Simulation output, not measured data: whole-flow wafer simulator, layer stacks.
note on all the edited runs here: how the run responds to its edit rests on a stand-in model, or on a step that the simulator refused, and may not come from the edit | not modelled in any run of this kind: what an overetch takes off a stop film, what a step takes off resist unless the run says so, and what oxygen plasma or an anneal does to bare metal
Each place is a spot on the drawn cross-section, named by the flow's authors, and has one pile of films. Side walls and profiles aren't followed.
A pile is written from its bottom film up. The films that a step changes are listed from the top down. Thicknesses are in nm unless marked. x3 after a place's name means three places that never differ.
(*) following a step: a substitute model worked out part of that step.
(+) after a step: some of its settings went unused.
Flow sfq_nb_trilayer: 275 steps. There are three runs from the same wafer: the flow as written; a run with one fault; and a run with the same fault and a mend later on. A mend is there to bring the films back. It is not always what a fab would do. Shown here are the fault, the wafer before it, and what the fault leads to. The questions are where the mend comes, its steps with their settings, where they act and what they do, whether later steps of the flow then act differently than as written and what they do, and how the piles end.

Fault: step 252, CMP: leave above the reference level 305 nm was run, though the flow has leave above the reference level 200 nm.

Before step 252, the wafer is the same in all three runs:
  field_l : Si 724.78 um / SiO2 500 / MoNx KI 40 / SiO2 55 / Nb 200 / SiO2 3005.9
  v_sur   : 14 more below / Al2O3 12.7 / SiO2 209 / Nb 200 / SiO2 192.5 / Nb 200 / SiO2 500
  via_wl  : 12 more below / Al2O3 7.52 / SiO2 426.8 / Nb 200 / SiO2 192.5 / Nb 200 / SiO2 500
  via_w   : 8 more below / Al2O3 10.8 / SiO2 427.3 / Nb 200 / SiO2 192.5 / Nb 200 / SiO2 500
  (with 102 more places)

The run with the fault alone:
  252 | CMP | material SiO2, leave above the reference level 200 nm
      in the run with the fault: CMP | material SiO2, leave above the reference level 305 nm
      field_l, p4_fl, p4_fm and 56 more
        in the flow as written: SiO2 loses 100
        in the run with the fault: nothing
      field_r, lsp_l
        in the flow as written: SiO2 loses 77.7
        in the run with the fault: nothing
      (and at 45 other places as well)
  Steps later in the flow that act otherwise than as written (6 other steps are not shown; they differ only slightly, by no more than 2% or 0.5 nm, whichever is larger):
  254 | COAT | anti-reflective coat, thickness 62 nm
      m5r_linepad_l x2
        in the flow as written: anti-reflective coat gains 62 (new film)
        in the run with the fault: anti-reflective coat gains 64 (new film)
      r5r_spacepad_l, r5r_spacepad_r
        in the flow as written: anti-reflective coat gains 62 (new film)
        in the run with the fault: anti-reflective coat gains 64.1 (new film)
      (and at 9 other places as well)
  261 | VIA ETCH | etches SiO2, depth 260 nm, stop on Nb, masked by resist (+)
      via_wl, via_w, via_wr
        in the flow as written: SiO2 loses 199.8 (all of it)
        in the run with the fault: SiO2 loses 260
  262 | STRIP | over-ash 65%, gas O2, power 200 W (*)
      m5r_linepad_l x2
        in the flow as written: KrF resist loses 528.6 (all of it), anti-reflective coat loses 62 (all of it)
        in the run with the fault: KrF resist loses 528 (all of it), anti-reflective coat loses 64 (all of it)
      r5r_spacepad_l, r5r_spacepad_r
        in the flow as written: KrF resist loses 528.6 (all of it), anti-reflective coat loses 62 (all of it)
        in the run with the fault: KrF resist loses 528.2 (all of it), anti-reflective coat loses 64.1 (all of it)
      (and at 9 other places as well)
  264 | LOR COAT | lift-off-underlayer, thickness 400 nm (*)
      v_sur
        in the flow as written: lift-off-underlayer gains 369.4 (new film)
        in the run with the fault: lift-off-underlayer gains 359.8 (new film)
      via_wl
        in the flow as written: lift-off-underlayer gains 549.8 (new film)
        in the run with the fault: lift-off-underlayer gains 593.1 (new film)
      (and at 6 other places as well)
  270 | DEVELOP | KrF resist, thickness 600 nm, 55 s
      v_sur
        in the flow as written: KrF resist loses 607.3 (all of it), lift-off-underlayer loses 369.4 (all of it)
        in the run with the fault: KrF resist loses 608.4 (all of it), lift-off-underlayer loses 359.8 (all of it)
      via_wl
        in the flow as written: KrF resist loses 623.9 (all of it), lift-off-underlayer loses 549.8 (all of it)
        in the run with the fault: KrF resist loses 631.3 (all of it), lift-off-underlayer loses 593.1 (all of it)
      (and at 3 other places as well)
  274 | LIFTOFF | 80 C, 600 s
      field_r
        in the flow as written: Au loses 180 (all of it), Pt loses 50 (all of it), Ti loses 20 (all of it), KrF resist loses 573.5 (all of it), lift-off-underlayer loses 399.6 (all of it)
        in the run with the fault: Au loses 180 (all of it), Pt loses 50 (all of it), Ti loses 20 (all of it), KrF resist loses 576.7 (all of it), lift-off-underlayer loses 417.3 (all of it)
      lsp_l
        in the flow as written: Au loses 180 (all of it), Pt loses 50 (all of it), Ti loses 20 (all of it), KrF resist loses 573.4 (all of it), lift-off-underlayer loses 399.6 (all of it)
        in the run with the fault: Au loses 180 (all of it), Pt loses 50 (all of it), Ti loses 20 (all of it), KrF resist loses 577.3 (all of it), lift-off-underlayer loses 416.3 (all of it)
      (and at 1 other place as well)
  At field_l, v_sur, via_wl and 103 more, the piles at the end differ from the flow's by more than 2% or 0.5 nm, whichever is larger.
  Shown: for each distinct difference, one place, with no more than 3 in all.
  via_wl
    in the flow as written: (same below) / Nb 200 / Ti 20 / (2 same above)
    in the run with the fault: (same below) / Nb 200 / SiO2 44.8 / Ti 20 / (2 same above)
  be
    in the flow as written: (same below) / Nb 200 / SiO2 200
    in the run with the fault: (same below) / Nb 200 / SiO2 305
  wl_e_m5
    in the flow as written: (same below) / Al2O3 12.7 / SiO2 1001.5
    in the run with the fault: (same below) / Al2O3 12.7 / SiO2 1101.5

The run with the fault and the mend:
  After step 259 comes the mend.
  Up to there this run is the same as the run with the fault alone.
  259a | STRIP | over-ash 65%, gas O2, power 200 W (*)
      via_v, wire, be, be_sur, gap, jj_sur, ce_l
        KrF resist loses 624 (all of it), anti-reflective coat loses 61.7 (all of it)
      p4_w1, p3_s2, p3_l3, p3_s3, p3_l4, p3_s4, p3_l5
        KrF resist loses 625.3 (all of it), anti-reflective coat loses 62 (all of it)
      wl_j_sl, wl_jj, wl_j_sr, wl_a_sl, wl_a_m6, wl_g_m5, wl_g_sr
        KrF resist loses 624.6 (all of it), anti-reflective coat loses 61.9 (all of it)
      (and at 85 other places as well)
  259b | CMP | material SiO2, leave above the reference level 200 nm (the flow's step 252, run once more)
      field_l, p4_fl, p4_fm and 56 more
        SiO2 loses 100
      v_sur, via_wl, via_w and 40 more
        SiO2 loses 105
      field_r, lsp_l
        SiO2 loses 77.7
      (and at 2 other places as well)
  259c | COAT | anti-reflective coat, thickness 62 nm (the flow's step 254, run once more)
      field_l, v_sur, via_wl and 103 more
        anti-reflective coat gains 62 (new film)
  259d | COAT | KrF resist, thickness 650 nm (the flow's step 255, run once more)
      field_l, v_sur, via_wl and 103 more
        KrF resist gains 650 (new film)
  259e | SOFTBAKE | KrF resist (the flow's step 256, run once more)
      does not change any film at any place that is followed
  259f | EXPOSE | photomask I7, dose 11.93 mJ/cm2, NA 0.6, wavelength 248 nm (*) (the flow's step 257, run once more)
      does not change any film at any place that is followed
  259g | PEB | KrF resist, 90 s (the flow's step 258, run once more)
      field_l, v_sur, via_wl and 103 more
        KrF resist loses 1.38
  259h | DEVELOP | KrF resist, thickness 650 nm, 60 s (the flow's step 259, run once more)
      field_l, v_sur, via_sp and 100 more
        KrF resist loses 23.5
      via_wl, via_w, via_wr
        KrF resist loses 648.6 (all of it)
  None of the later steps of the flow acts differently than as written at any place that is followed.
  The piles end the same as the flow's at every place that both follow.
